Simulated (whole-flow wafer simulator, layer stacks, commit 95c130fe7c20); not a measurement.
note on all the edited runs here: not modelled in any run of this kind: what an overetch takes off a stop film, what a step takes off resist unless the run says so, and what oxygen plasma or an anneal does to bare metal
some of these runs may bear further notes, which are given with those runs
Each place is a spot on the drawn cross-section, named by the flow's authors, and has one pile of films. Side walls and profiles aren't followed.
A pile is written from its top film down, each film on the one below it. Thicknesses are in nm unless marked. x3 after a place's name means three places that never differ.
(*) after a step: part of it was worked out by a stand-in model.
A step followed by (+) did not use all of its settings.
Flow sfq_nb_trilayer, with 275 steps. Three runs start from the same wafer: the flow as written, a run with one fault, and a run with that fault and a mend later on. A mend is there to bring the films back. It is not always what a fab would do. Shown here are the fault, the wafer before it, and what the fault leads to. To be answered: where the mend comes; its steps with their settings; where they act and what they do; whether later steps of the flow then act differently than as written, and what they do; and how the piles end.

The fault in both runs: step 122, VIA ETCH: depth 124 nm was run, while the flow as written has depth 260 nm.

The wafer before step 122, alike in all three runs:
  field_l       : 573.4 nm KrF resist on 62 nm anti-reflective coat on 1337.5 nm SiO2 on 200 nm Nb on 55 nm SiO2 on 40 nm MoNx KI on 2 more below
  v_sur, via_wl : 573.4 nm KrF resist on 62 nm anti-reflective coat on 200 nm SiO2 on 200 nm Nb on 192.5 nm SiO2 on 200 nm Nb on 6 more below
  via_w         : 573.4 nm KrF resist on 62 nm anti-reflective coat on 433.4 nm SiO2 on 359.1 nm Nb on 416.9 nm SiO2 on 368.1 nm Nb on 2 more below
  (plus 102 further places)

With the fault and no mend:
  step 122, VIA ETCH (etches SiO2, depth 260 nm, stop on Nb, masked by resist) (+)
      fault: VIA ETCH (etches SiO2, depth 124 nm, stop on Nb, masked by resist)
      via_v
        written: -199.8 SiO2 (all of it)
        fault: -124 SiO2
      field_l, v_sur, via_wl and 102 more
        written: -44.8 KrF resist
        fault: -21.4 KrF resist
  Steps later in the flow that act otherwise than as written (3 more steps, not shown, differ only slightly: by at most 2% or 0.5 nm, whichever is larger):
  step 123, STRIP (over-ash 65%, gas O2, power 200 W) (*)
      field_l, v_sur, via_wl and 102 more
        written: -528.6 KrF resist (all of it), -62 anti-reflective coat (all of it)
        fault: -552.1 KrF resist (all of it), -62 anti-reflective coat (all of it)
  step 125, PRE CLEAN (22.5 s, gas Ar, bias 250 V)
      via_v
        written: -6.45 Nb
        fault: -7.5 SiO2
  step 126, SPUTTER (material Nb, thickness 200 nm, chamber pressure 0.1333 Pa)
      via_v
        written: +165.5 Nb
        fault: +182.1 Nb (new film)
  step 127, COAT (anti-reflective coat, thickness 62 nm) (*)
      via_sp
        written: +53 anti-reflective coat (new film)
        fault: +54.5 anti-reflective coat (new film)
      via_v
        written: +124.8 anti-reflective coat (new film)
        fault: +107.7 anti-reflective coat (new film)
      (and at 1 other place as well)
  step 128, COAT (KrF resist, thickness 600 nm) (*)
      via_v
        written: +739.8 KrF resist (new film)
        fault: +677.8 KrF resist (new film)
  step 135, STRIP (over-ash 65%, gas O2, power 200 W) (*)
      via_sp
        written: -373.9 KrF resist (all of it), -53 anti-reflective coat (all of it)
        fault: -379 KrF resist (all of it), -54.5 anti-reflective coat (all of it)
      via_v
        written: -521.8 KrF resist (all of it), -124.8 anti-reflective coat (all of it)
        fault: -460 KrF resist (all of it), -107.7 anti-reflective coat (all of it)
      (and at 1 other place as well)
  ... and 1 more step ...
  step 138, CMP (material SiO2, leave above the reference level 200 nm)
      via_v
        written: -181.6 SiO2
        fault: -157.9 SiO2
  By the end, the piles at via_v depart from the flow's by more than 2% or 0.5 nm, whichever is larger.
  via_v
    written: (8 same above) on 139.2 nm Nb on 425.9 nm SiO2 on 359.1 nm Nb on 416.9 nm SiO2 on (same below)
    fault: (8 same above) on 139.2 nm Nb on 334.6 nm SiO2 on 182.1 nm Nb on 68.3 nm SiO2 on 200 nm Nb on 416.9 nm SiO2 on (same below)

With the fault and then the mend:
  The mend follows step 122.
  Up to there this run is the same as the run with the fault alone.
  step 122a, VIA ETCH (etches SiO2, depth 136 nm, stop on Nb, masked by resist) (+) (a further turn of the flow's step 122, with different settings)
      field_l, v_sur, via_wl and 102 more
        -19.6 KrF resist
      via_v
        -75.8 SiO2 (all of it)
  None of the later steps of the flow differs from how it acts as written, at any place that is followed, by more than 2% or 0.5 nm, whichever is larger.
  By the end, the piles equal the flow's at every place that both follow.
